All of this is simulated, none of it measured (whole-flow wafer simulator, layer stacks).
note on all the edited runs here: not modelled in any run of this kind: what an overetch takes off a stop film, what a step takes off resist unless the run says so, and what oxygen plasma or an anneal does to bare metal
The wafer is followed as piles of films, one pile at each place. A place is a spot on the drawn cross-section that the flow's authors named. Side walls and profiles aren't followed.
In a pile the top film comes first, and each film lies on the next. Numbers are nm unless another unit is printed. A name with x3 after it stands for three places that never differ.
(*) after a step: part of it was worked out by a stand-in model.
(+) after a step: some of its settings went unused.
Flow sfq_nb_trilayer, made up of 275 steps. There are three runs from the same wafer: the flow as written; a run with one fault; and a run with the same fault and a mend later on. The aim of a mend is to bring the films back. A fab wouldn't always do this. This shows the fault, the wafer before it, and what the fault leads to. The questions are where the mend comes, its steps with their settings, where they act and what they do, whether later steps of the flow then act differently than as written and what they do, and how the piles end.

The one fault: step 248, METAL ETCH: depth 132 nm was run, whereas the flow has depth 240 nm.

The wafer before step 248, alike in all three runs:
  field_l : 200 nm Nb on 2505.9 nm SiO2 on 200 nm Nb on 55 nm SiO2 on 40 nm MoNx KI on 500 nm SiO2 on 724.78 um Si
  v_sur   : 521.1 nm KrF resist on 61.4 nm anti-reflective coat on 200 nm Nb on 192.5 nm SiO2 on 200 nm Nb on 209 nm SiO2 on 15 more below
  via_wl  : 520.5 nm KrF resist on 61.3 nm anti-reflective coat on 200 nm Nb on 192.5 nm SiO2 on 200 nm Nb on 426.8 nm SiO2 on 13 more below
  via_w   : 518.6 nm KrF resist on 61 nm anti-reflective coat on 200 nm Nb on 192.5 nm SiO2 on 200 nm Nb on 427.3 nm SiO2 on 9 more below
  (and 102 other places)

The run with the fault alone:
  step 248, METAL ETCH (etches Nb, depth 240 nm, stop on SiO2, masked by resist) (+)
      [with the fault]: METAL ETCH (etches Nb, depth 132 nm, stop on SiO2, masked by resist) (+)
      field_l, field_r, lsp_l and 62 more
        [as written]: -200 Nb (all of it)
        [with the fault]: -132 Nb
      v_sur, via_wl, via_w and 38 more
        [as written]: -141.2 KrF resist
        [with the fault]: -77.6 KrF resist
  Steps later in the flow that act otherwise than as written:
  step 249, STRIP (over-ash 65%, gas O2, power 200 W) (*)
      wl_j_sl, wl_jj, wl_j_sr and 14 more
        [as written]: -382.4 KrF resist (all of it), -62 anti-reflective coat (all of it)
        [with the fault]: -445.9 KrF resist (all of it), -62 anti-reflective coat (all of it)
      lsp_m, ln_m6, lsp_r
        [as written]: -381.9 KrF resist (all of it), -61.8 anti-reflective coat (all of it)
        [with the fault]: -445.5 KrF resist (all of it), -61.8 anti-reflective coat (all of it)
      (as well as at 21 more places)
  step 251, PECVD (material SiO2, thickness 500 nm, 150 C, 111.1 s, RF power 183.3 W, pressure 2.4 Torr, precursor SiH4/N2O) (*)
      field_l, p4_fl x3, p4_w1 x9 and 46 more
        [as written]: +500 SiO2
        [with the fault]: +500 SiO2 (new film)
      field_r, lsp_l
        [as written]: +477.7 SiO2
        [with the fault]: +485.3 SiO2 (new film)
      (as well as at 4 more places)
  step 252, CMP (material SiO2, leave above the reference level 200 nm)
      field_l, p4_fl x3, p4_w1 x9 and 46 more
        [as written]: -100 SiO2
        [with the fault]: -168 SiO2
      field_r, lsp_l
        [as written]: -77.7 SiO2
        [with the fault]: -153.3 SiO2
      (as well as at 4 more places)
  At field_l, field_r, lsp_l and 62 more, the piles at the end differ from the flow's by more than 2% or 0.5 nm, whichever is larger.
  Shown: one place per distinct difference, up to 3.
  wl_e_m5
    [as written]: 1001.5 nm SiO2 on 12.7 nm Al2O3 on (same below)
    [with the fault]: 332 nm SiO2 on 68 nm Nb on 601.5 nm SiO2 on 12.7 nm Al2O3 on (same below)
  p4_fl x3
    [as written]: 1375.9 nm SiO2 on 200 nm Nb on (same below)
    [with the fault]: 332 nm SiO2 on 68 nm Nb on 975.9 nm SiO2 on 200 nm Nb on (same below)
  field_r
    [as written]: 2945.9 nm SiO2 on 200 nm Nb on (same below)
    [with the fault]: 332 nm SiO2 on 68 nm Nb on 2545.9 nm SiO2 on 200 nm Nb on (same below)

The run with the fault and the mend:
  The mend follows step 248.
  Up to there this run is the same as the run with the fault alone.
  step 248a, METAL ETCH (etches Nb, depth 108 nm, stop on SiO2, masked by resist) (+) (the flow's step 248 again, with other settings)
      field_l, field_r, lsp_l and 62 more
        -68 Nb (all of it)
      v_sur, via_wl, via_w and 38 more
        -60 KrF resist
  Every later step of the flow that is run acts as written, at every place that is followed, to within 2% or 0.5 nm, whichever is larger.
  By the end, the piles equal the flow's at every place that both follow.
